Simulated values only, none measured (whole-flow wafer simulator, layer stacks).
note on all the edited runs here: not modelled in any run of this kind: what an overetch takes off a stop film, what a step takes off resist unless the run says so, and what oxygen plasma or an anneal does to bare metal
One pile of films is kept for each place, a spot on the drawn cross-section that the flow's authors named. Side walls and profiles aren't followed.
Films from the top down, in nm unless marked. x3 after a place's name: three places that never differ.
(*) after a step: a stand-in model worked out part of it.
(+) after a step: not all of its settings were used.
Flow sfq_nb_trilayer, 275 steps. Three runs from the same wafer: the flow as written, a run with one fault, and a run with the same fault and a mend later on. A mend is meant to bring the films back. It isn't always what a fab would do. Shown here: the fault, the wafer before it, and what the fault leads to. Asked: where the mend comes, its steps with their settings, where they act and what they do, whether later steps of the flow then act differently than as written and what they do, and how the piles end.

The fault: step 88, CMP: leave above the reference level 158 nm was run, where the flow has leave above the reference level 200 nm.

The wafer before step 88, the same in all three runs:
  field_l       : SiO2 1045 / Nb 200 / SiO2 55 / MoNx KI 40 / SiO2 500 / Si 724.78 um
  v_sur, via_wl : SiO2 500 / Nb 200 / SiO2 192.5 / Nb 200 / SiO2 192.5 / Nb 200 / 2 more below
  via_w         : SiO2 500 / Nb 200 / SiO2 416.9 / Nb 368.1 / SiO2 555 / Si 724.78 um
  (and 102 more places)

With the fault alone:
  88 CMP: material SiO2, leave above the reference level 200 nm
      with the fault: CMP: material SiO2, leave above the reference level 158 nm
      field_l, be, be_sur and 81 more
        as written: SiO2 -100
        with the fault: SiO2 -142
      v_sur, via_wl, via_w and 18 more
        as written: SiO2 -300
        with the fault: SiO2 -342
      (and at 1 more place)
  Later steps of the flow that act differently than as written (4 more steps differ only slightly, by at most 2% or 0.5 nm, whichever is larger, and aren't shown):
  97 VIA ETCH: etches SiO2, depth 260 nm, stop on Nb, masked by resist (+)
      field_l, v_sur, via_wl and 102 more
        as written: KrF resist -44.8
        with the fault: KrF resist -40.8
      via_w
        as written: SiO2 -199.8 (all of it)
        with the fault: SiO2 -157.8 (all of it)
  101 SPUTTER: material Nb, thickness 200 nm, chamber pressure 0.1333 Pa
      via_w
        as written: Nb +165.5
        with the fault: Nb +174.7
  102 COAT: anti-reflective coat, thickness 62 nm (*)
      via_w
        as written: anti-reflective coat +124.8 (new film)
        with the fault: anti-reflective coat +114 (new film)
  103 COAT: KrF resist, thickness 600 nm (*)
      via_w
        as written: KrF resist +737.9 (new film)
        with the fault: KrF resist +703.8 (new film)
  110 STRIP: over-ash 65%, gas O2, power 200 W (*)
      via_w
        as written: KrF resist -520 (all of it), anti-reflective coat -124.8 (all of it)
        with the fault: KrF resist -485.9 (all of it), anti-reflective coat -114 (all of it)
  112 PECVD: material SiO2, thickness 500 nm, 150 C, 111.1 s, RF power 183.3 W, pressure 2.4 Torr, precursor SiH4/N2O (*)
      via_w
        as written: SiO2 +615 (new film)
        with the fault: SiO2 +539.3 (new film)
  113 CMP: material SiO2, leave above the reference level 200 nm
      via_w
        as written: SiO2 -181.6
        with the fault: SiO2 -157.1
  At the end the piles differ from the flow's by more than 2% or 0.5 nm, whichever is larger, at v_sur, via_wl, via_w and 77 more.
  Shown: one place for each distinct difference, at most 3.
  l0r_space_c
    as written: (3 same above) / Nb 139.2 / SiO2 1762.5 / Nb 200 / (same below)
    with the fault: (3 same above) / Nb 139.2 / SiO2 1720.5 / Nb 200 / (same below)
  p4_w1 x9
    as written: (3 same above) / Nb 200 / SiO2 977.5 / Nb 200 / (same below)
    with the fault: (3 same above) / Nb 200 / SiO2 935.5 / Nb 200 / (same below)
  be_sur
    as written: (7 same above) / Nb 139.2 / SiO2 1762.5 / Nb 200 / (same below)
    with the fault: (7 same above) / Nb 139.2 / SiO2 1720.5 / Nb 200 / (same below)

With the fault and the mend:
  The mend comes after step 95.
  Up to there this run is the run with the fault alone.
  95a STRIP: over-ash 65%, gas O2, power 200 W (*)
      field_l, v_sur, via_wl and 102 more
        KrF resist -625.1 (all of it), anti-reflective coat -62 (all of it)
      via_w
        anti-reflective coat -62 (all of it)
  95b PECVD: material SiO2, thickness 42 nm, 150 C, 9.333 s, RF power 183.3 W, pressure 2.4 Torr, precursor SiH4/N2O (the flow's step 87 once more, with other settings)
      field_l, v_sur, via_wl and 103 more
        SiO2 +42
  95c COAT: anti-reflective coat, thickness 62 nm (the flow's step 90 once more)
      field_l, v_sur, via_wl and 103 more
        anti-reflective coat +62 (new film)
  95d COAT: KrF resist, thickness 650 nm (the flow's step 91 once more)
      field_l, v_sur, via_wl and 103 more
        KrF resist +650 (new film)
  95e SOFTBAKE: KrF resist (the flow's step 92 once more)
      changes no film at any place that is followed
  95f EXPOSE: photomask I2, dose 11.91 mJ/cm2, NA 0.6, wavelength 248 nm (*) (the flow's step 93 once more)
      changes no film at any place that is followed
  95g PEB: KrF resist, 90 s (the flow's step 94 once more)
      field_l, v_sur, via_wl and 103 more
        KrF resist -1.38
  95h DEVELOP: KrF resist, thickness 650 nm, 60 s (the flow's step 95 once more)
      field_l, v_sur, via_wl and 102 more
        KrF resist -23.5
      via_w
        KrF resist -648.6 (all of it)
  No later step of the flow acts differently than as written, at any place that is followed, by more than 2% or 0.5 nm, whichever is larger.
  At the end the piles are the same as the flow's at every place that both follow.
